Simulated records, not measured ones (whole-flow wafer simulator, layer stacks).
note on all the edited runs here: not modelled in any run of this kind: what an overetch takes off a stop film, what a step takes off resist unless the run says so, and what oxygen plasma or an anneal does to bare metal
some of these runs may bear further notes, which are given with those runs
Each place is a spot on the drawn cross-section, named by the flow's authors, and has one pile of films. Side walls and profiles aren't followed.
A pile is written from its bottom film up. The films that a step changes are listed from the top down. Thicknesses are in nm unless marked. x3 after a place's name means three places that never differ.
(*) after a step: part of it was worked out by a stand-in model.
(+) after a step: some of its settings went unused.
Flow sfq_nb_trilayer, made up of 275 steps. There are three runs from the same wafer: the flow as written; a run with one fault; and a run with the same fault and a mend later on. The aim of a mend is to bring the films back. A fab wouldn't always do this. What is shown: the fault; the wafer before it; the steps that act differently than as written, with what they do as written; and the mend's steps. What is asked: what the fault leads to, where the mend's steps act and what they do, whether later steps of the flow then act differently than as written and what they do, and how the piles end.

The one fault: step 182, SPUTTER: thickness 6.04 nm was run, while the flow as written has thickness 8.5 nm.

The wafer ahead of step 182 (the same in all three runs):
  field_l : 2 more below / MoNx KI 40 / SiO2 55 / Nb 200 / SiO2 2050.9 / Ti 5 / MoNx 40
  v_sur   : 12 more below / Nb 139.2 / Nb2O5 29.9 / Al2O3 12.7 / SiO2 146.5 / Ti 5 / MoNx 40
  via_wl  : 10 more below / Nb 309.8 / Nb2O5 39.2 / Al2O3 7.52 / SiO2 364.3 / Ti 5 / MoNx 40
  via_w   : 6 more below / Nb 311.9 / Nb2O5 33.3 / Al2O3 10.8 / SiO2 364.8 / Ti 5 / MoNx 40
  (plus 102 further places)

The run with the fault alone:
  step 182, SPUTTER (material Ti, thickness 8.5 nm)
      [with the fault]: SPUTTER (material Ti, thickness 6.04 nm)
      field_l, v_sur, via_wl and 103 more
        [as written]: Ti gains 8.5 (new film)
        [with the fault]: Ti gains 6.04 (new film)
  Later steps of the flow acting differently than as written (not shown: 20 more steps that differ only slightly, by at most 2% or 0.5 nm, whichever is larger):
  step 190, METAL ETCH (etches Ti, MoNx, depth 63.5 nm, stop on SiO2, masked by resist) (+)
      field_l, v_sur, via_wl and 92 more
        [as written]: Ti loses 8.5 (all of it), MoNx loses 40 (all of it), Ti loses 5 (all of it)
        [with the fault]: Ti loses 6.04 (all of it), MoNx loses 40 (all of it), Ti loses 5 (all of it)
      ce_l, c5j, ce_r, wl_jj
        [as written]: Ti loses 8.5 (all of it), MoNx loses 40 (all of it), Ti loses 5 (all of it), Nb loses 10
        [with the fault]: Ti loses 6.04 (all of it), MoNx loses 40 (all of it), Ti loses 5 (all of it), Nb loses 12.5
  The piles end different from the flow's at be_r, r_sur, res, r_end, r5r_line_l, r5r_line_c, r5r_line_r by more than 2% or 0.5 nm, whichever is larger.
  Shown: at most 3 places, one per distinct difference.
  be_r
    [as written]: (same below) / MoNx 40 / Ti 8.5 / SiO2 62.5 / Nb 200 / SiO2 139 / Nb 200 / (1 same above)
    [with the fault]: (same below) / MoNx 40 / Ti 6.04 / SiO2 62.5 / Nb 200 / SiO2 141.5 / Nb 200 / (1 same above)
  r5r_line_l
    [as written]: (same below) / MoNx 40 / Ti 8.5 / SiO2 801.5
    [with the fault]: (same below) / MoNx 40 / Ti 6.04 / SiO2 804
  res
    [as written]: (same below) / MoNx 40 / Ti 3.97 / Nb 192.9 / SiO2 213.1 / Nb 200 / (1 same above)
    [with the fault]: (same below) / MoNx 40 / Ti 1.51 / Nb 192.9 / SiO2 215.6 / Nb 200 / (1 same above)

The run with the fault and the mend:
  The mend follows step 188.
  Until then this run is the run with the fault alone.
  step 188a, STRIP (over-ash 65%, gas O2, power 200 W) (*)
      field_l, v_sur, via_wl and 96 more
        anti-reflective coat loses 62 (all of it)
      be_r, r_sur, res, r_end, r5r_line_l, r5r_line_c, r5r_line_r
        KrF resist loses 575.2 (all of it), anti-reflective coat loses 62 (all of it)
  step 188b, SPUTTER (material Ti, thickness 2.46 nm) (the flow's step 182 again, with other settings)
      field_l, v_sur, via_wl and 103 more
        Ti gains 2.46
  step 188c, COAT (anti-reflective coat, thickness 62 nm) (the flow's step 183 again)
      field_l, v_sur, via_wl and 103 more
        anti-reflective coat gains 62 (new film)
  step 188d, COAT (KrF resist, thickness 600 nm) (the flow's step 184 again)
      field_l, v_sur, via_wl and 103 more
        KrF resist gains 600 (new film)
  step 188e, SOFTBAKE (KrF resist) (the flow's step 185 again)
      does not change any film at any place that is followed
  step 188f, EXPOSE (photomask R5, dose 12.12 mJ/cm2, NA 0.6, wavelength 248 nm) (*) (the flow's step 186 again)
      does not change any film at any place that is followed
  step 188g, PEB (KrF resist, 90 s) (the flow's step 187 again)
      field_l, v_sur, via_wl and 103 more
        KrF resist loses 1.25
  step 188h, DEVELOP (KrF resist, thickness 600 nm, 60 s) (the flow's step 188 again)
      field_l, v_sur, via_wl and 96 more
        KrF resist loses 598.7 (all of it)
      be_r, r_sur, res, r_end, r5r_line_l, r5r_line_c, r5r_line_r
        KrF resist loses 23.5
  Every later step of the flow that is run acts as written at every place that is followed.
  By the end, the piles equal the flow's at every place that both follow.
